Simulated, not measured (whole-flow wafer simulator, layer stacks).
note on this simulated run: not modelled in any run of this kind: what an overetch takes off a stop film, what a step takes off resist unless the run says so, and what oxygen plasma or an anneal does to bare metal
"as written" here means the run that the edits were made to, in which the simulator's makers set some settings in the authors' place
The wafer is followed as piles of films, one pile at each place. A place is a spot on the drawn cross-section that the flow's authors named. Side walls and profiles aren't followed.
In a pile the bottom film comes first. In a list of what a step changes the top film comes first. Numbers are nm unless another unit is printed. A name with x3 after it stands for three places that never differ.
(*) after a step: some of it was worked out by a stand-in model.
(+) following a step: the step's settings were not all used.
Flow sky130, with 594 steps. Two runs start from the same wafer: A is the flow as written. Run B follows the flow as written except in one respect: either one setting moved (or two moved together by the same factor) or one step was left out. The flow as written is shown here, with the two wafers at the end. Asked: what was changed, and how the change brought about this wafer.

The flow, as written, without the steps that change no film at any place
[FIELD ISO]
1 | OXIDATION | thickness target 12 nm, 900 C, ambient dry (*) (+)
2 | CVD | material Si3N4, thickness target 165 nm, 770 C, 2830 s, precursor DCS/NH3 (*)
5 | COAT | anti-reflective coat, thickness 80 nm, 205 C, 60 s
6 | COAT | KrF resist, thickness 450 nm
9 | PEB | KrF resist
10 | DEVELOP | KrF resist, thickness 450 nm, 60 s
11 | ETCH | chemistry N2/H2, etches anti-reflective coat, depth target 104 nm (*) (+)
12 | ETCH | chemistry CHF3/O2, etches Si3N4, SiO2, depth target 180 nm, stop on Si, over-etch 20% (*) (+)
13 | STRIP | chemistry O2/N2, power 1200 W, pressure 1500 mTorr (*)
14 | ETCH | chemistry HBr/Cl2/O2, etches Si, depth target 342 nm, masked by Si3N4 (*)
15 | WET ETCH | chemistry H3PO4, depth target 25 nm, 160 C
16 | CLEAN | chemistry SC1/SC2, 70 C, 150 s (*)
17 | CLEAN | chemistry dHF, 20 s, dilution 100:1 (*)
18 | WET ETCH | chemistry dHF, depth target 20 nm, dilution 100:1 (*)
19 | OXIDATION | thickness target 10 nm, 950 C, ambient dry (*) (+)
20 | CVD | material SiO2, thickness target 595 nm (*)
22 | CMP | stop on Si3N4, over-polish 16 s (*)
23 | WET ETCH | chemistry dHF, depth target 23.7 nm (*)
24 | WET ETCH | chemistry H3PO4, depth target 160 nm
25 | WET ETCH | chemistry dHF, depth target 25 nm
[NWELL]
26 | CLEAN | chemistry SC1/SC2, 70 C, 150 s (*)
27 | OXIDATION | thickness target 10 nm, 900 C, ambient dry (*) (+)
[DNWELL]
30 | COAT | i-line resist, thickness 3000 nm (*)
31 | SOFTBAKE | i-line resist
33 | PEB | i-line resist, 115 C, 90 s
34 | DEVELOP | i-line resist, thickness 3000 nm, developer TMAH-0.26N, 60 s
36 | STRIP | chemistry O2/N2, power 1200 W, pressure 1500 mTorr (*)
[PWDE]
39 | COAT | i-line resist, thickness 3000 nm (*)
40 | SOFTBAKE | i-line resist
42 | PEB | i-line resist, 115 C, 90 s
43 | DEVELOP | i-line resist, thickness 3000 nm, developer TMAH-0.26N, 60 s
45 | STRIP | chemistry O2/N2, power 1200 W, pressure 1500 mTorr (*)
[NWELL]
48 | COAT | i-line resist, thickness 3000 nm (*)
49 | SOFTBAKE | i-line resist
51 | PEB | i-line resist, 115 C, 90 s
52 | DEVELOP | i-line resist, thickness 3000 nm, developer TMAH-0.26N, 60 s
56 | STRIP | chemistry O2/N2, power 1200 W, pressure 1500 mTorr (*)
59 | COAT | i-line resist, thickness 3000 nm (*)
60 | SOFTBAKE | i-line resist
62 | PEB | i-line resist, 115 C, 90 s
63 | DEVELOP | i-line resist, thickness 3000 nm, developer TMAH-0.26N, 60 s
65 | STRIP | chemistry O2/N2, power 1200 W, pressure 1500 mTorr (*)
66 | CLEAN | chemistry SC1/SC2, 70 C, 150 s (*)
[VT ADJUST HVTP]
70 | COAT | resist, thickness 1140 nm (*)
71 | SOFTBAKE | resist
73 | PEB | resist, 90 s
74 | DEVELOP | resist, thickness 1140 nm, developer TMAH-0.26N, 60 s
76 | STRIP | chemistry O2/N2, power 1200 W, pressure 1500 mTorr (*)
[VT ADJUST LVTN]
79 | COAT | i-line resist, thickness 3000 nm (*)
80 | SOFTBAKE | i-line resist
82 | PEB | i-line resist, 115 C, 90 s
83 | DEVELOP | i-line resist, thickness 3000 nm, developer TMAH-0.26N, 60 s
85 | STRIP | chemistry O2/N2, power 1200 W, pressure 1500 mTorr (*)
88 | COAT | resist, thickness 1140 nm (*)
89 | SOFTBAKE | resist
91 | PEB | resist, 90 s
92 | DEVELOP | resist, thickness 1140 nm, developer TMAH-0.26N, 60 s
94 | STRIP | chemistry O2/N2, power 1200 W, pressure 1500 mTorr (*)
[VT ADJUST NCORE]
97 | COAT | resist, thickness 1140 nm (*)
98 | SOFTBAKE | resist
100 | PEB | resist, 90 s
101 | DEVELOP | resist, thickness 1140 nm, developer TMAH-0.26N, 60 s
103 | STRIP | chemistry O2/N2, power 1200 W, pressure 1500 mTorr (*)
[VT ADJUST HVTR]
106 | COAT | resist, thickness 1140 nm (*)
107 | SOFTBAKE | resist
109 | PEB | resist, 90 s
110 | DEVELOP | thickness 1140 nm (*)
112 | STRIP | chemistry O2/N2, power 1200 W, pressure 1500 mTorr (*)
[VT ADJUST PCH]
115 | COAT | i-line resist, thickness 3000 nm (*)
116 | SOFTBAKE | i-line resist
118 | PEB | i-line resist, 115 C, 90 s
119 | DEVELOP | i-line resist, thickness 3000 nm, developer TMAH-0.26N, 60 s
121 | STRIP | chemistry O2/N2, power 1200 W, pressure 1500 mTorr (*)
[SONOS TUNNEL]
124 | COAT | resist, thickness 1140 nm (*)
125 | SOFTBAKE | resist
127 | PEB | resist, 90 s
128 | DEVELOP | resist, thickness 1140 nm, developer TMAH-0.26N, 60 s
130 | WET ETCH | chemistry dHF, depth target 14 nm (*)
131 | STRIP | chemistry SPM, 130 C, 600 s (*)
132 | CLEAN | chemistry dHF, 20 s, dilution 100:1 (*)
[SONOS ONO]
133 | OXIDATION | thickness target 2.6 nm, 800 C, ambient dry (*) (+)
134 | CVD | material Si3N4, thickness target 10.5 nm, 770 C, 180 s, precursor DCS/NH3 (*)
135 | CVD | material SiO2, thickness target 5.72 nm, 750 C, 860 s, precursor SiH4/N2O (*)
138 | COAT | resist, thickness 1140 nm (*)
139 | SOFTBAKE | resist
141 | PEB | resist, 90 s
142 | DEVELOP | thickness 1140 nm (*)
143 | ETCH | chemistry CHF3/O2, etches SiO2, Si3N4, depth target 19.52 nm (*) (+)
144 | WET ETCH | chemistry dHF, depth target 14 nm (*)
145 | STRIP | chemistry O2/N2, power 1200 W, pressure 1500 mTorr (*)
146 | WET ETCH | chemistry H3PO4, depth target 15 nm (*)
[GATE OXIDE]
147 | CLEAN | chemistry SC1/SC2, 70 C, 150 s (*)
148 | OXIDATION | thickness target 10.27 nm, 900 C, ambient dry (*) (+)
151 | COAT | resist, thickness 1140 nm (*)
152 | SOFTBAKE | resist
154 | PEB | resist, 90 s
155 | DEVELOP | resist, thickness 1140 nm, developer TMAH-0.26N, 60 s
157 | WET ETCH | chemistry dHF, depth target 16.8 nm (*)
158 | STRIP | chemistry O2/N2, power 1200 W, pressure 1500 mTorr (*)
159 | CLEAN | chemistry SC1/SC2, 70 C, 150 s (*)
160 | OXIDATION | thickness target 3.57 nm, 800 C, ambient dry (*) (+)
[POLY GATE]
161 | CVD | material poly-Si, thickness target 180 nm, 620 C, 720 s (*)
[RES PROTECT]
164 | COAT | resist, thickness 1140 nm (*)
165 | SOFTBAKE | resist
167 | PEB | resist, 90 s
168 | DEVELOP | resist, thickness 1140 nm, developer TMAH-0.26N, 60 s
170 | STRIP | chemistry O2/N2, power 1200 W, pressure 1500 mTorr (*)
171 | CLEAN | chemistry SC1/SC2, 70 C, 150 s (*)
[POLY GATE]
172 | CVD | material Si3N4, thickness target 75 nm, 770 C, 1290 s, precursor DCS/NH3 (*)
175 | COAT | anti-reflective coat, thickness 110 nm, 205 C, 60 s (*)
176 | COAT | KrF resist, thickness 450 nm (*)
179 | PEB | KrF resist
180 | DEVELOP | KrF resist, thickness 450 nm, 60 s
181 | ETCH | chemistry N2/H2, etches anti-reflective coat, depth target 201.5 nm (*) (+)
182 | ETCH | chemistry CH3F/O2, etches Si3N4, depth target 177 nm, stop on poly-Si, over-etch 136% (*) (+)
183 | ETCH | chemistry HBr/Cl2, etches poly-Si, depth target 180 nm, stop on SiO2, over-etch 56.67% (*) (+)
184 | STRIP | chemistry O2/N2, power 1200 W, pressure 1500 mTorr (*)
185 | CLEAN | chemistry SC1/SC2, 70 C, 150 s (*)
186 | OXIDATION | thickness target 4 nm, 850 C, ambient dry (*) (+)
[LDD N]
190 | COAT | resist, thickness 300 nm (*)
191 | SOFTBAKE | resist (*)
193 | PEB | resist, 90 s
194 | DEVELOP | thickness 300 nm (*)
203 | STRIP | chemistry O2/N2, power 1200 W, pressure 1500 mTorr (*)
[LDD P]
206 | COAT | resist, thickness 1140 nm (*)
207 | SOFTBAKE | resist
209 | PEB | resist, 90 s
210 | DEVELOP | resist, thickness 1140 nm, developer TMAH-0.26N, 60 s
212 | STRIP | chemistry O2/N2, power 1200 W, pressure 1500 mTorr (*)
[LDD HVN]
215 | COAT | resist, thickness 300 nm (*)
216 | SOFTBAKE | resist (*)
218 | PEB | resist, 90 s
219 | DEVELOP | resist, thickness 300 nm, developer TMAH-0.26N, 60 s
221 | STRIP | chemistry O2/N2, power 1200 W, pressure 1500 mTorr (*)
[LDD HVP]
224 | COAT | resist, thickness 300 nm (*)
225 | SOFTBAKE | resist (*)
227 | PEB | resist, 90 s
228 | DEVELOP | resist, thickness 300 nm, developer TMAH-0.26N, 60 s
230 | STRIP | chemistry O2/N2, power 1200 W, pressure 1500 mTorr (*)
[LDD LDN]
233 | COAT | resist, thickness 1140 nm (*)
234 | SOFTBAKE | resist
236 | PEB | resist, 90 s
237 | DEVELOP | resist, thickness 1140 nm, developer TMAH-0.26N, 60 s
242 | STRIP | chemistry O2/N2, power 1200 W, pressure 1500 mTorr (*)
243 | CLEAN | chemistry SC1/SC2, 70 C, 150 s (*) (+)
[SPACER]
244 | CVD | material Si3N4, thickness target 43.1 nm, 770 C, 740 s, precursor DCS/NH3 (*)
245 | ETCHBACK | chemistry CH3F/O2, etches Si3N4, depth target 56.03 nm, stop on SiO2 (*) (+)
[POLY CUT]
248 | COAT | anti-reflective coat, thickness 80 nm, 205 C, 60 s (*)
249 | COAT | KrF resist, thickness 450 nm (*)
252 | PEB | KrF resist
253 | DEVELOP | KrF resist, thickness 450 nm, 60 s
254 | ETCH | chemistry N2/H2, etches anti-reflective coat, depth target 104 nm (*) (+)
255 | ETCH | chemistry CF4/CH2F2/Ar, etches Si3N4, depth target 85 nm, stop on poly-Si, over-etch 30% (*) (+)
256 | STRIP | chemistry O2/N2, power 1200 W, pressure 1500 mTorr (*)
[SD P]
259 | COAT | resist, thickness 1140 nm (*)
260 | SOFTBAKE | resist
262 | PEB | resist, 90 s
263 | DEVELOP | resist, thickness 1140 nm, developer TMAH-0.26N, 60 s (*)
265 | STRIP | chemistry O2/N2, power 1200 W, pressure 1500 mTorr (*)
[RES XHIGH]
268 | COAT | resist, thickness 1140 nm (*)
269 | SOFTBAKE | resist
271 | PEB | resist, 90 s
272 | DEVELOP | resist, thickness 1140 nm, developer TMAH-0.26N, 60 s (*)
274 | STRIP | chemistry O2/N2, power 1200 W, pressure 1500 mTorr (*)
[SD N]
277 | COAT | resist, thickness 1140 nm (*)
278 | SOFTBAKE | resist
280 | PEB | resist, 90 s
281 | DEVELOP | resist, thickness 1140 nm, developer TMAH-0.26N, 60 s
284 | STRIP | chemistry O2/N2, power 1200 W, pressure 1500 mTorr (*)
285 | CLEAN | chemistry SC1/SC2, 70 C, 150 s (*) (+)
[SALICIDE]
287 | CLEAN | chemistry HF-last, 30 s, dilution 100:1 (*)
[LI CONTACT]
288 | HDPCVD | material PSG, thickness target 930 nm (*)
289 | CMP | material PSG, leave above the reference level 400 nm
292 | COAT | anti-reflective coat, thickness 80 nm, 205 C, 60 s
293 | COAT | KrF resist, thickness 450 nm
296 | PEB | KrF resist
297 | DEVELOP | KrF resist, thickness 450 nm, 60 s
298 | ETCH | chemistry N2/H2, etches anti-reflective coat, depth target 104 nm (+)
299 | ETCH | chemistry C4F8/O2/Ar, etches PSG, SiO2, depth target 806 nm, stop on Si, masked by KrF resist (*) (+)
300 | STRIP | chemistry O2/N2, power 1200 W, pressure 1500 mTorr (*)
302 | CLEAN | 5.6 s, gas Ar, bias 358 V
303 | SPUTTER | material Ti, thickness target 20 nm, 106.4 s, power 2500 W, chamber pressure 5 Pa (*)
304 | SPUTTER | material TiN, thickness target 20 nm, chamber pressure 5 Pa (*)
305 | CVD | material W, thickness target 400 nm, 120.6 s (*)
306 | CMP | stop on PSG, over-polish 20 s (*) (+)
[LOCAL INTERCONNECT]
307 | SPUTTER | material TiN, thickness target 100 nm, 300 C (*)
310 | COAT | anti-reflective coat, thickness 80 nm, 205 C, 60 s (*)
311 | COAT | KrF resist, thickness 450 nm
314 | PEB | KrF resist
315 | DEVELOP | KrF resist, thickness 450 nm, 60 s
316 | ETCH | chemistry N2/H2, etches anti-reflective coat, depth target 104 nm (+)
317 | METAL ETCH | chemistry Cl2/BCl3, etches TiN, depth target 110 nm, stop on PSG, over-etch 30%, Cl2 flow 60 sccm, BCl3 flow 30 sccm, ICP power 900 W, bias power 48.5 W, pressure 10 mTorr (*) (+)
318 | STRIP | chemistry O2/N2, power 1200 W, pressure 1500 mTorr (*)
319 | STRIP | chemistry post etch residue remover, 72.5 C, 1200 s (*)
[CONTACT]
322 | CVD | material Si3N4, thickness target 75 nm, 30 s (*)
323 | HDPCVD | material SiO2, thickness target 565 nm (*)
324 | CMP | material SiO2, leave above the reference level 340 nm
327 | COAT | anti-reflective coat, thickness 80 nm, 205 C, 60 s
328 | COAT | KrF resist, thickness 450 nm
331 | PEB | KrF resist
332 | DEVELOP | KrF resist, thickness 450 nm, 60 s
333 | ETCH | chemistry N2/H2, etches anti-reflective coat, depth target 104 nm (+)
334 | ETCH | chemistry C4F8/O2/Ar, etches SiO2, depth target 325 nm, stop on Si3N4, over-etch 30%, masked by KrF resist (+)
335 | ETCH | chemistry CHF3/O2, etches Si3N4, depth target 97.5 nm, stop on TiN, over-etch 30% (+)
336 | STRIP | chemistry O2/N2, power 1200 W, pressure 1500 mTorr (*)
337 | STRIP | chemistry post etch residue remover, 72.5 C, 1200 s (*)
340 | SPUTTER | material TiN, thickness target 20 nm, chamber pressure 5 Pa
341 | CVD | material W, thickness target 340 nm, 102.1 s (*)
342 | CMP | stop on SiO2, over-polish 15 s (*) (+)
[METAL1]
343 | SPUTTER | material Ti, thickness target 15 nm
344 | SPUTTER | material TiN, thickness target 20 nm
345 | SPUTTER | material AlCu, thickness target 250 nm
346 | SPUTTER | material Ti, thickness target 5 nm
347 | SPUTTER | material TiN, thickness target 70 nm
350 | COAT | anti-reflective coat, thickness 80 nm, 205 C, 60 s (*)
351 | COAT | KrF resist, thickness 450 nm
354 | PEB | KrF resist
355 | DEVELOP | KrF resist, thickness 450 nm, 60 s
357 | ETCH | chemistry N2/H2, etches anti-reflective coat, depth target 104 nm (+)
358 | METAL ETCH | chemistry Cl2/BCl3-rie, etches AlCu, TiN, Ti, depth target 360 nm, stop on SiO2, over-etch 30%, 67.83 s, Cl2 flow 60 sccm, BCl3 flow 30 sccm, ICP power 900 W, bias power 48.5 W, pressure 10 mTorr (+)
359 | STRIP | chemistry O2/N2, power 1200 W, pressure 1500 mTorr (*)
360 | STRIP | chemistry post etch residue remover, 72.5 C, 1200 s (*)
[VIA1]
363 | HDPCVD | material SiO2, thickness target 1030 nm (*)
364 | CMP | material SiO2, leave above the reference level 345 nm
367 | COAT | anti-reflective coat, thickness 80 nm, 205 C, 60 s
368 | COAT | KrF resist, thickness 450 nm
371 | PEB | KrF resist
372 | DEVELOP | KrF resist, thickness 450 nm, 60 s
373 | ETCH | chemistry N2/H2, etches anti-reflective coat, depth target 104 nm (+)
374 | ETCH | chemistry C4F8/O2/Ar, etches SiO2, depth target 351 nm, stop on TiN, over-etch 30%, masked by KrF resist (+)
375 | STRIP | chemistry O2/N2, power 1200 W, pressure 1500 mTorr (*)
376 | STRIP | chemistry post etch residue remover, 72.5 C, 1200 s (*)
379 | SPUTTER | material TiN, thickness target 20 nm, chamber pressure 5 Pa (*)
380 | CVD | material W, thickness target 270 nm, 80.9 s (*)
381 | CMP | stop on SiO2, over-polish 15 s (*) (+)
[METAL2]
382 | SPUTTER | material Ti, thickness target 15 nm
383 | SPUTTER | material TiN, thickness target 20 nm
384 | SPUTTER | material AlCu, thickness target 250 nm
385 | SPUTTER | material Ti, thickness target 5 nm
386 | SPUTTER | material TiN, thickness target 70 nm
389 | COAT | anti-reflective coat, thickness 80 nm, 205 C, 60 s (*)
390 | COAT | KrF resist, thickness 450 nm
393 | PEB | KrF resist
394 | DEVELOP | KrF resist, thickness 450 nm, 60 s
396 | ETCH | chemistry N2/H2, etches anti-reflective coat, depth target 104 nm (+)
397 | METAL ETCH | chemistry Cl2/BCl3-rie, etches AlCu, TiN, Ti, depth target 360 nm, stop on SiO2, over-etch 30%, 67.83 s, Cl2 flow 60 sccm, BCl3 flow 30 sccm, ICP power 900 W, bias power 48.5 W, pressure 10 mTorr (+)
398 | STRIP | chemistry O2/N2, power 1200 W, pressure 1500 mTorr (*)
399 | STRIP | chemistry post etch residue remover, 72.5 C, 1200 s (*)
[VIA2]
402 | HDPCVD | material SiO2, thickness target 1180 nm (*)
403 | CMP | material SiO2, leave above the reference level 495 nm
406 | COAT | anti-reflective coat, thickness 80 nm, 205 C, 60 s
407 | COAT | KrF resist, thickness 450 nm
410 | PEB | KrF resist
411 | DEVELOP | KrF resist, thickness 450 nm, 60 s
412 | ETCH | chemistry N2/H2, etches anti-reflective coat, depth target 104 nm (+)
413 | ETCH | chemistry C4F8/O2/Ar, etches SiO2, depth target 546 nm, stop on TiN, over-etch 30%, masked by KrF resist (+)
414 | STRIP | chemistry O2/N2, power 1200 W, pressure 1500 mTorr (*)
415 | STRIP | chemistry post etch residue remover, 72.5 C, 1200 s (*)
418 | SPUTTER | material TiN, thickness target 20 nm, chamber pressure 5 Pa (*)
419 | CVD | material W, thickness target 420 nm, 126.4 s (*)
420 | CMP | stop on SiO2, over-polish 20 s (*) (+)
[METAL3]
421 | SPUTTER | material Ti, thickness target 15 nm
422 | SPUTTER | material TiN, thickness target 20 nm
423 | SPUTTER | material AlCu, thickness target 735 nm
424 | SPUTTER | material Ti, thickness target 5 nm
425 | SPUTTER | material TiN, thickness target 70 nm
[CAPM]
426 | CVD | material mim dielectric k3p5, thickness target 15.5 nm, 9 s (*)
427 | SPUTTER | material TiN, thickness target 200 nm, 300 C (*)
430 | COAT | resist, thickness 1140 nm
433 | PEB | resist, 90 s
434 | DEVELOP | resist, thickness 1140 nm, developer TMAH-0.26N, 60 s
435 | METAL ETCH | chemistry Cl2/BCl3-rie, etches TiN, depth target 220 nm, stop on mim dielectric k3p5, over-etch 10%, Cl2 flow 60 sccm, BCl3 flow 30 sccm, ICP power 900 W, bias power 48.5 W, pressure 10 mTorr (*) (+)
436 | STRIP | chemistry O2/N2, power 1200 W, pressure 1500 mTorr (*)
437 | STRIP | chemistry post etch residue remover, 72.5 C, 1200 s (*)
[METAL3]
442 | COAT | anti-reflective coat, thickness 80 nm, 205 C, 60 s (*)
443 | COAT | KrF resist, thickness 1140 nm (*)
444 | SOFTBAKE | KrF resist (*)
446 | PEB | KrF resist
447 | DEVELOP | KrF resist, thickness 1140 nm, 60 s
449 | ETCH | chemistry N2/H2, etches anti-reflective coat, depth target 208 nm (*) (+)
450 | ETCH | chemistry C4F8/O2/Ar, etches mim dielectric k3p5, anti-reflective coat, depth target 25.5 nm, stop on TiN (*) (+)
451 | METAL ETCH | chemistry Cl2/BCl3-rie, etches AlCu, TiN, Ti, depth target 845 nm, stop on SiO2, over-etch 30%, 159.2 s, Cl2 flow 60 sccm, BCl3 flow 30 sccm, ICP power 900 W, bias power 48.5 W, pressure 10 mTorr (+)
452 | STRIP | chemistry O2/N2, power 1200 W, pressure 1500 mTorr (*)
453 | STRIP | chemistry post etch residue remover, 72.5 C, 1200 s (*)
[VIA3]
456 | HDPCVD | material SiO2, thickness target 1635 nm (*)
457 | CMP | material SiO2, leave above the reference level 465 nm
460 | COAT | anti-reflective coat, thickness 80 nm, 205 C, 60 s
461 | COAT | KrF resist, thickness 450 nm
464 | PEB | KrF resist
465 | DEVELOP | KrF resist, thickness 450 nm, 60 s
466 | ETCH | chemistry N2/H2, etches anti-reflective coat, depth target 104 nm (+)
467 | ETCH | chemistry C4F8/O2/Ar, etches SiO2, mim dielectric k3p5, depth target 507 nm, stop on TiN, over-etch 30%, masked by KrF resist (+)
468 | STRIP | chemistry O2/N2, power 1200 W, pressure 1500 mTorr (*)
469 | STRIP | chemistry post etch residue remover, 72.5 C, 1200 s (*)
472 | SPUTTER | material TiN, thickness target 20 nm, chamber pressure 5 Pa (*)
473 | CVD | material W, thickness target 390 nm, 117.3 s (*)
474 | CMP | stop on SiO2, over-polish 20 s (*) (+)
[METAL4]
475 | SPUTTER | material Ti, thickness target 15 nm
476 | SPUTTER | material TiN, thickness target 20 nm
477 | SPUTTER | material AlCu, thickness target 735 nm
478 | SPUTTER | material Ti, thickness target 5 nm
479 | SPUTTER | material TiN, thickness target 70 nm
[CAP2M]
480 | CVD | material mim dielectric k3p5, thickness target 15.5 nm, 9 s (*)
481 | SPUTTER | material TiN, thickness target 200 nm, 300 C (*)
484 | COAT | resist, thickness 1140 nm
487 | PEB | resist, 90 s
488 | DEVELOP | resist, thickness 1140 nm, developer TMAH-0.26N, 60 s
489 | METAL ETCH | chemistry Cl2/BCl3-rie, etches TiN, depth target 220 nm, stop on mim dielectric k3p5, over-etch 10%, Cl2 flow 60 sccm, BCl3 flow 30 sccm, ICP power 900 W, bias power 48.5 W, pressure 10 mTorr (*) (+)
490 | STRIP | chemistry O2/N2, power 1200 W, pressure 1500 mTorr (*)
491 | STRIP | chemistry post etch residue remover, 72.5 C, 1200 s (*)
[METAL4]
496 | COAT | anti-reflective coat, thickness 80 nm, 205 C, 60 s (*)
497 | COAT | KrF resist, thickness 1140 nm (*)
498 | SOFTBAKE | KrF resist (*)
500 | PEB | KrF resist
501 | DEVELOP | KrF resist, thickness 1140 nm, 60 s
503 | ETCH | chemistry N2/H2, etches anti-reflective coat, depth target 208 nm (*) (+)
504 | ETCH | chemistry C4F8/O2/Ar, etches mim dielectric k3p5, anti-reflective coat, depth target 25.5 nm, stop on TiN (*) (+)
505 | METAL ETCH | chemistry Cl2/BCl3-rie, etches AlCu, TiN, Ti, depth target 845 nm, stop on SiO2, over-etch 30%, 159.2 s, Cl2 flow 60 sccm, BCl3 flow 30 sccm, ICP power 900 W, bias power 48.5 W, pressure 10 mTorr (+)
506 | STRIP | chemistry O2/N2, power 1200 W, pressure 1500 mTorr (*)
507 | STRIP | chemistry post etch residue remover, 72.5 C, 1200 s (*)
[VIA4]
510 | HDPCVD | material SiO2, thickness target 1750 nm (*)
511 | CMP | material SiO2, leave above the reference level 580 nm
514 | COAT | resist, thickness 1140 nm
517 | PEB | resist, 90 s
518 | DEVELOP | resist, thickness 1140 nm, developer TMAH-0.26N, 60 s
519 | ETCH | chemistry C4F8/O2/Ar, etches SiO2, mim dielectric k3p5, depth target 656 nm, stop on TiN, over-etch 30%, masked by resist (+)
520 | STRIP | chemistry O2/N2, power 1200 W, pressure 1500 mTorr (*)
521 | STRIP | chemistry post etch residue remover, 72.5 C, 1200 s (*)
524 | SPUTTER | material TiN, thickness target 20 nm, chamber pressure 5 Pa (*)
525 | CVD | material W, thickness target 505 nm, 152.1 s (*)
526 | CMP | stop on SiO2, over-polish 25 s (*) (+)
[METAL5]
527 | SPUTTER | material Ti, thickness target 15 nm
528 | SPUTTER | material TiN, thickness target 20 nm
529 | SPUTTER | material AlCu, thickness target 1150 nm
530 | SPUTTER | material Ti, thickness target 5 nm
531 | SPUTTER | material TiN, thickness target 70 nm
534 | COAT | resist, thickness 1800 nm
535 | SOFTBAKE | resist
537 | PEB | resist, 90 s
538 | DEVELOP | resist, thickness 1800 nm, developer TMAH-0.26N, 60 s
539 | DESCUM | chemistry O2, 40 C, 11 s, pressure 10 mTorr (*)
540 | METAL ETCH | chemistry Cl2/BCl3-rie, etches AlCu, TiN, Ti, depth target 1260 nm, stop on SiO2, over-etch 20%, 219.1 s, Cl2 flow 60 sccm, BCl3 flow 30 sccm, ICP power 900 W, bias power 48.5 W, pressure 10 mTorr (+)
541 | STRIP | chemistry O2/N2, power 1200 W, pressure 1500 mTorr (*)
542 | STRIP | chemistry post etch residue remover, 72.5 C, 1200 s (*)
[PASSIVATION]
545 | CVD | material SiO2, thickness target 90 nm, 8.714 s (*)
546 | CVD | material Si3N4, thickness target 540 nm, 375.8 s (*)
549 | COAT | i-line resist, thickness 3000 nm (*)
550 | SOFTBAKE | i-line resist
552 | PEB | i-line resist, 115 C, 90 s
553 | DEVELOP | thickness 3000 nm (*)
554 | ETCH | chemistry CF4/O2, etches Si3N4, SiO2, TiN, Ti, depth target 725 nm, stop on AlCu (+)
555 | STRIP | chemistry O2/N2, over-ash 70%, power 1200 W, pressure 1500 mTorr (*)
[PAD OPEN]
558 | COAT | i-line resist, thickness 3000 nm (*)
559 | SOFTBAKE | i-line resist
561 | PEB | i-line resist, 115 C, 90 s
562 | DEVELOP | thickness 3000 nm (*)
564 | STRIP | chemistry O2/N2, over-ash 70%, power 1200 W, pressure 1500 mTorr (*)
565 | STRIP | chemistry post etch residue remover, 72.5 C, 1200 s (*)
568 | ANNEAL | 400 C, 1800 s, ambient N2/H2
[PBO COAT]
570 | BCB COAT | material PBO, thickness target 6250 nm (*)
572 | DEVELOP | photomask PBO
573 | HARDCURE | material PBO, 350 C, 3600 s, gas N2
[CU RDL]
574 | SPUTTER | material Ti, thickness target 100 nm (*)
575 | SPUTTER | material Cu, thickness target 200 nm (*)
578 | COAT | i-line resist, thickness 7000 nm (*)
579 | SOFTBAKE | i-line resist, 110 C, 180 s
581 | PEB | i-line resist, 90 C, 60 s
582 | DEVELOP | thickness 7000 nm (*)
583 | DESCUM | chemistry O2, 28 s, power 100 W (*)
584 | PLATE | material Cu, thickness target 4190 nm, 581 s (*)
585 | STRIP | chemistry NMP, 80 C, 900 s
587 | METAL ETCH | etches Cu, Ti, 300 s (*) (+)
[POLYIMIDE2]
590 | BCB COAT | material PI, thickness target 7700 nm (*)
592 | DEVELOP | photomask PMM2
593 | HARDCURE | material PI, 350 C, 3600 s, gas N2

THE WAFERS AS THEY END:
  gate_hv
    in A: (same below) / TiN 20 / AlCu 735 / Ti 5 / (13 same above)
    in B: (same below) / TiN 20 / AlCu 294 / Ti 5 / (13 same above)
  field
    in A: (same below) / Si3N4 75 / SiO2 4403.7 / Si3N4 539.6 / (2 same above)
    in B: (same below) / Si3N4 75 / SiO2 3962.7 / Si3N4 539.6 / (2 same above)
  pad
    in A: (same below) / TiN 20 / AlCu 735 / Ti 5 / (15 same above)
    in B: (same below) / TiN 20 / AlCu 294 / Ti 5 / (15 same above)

The reason: step 423, SPUTTER: thickness target 294 nm was run, though the flow has thickness target 735 nm.
The wafer lets one read it off: gate_hv has AlCu 294, and step 423 as written asks for 735 nm.

How this came from the change, step by step:
  423 | SPUTTER | material AlCu, thickness target 735 nm
      field, active, n_well and 188 more: A AlCu gains 735 (new film) | B AlCu gains 294 (new film)
  451 | METAL ETCH | chemistry Cl2/BCl3-rie, etches AlCu, TiN, Ti, depth target 845 nm, stop on SiO2, over-etch 30%, 159.2 s, Cl2 flow 60 sccm, BCl3 flow 30 sccm, ICP power 900 W, bias power 48.5 W, pressure 10 mTorr (+)
      field, active, gate and 67 more: A TiN loses 70 (all of it), Ti loses 5 (all of it), AlCu loses 735 (all of it), TiN loses 20 (all of it), Ti loses 15 (all of it), SiO2 loses 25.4 | B TiN loses 70 (all of it), Ti loses 5 (all of it), AlCu loses 294 (all of it), TiN loses 20 (all of it), Ti loses 15 (all of it), SiO2 loses 69.5
      vpp_ln, vpp_iso2, ndiff_ln and 9 more: A TiN loses 70 (all of it), Ti loses 5 (all of it), AlCu loses 735 (all of it), TiN loses 20 (all of it), Ti loses 15 (all of it), SiO2 loses 25.3 | B TiN loses 70 (all of it), Ti loses 5 (all of it), AlCu loses 294 (all of it), TiN loses 20 (all of it), Ti loses 15 (all of it), SiO2 loses 69.4
      (as well as at 3 more places)
  457 | CMP | material SiO2, leave above the reference level 465 nm
      field, active, gate and 62 more: A SiO2 loses 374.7 | B SiO2 loses 771.6
      vpp_ln, vpp_iso1, vpp_iso2 and 17 more: A SiO2 loses 374.7 | B SiO2 loses 771.5
